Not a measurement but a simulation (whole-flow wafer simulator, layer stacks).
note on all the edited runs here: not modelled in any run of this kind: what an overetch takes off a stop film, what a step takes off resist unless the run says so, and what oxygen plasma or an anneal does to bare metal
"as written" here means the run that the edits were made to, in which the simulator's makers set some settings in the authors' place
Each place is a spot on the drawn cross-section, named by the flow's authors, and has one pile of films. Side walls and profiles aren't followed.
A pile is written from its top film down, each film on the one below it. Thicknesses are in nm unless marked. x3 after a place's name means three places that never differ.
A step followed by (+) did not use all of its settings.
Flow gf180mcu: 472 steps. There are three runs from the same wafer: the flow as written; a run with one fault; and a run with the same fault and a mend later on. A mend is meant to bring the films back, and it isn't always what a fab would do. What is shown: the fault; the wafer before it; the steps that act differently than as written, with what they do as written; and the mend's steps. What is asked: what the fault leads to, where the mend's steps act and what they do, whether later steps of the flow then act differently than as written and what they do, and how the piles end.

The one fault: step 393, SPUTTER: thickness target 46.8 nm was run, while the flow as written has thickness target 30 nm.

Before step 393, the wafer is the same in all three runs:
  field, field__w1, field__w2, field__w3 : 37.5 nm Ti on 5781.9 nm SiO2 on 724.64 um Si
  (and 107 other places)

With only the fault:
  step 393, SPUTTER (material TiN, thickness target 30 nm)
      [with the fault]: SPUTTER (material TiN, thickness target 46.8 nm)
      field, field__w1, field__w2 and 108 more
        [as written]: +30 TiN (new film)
        [with the fault]: +46.8 TiN (new film)
  Steps later in the flow that act otherwise than as written (not shown: 1 more step that differs only slightly, by at most 2% or 0.5 nm, whichever is larger):
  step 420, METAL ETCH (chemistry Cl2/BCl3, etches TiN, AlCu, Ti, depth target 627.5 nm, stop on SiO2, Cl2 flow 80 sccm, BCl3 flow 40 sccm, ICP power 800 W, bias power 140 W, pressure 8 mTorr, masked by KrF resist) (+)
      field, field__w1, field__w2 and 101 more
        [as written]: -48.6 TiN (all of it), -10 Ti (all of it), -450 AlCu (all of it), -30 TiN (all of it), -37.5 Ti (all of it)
        [with the fault]: -48.6 TiN (all of it), -10 Ti (all of it), -450 AlCu (all of it), -46.8 TiN (all of it), -37.5 Ti (all of it)
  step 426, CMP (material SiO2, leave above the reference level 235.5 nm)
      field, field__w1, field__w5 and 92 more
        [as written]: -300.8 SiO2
        [with the fault]: -284 SiO2
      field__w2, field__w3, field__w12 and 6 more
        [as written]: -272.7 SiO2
        [with the fault]: -255.1 SiO2
  At field__w4, field__w8, contact, m1, m1__w1, mim, mim_1p0, m1_nw, the piles at the end differ from the flow's by more than 2% or 0.5 nm, whichever is larger.
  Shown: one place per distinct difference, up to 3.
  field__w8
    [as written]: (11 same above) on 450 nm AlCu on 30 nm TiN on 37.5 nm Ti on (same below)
    [with the fault]: (11 same above) on 450 nm AlCu on 46.8 nm TiN on 37.5 nm Ti on (same below)
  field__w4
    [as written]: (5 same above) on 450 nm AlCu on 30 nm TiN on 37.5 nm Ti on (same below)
    [with the fault]: (5 same above) on 450 nm AlCu on 46.8 nm TiN on 37.5 nm Ti on (same below)
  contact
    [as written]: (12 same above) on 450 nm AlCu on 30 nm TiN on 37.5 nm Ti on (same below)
    [with the fault]: (12 same above) on 450 nm AlCu on 46.8 nm TiN on 37.5 nm Ti on (same below)

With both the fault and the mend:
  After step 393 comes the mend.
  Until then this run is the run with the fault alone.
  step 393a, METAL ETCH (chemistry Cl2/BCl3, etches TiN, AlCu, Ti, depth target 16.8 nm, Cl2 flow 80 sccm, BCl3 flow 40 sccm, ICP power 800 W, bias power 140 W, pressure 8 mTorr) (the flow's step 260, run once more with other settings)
      field, field__w1, field__w2 and 108 more
        -16.8 TiN
  None of the later steps of the flow acts differently than as written at any place that is followed.
  The piles end the same as the flow's at every place that both follow.
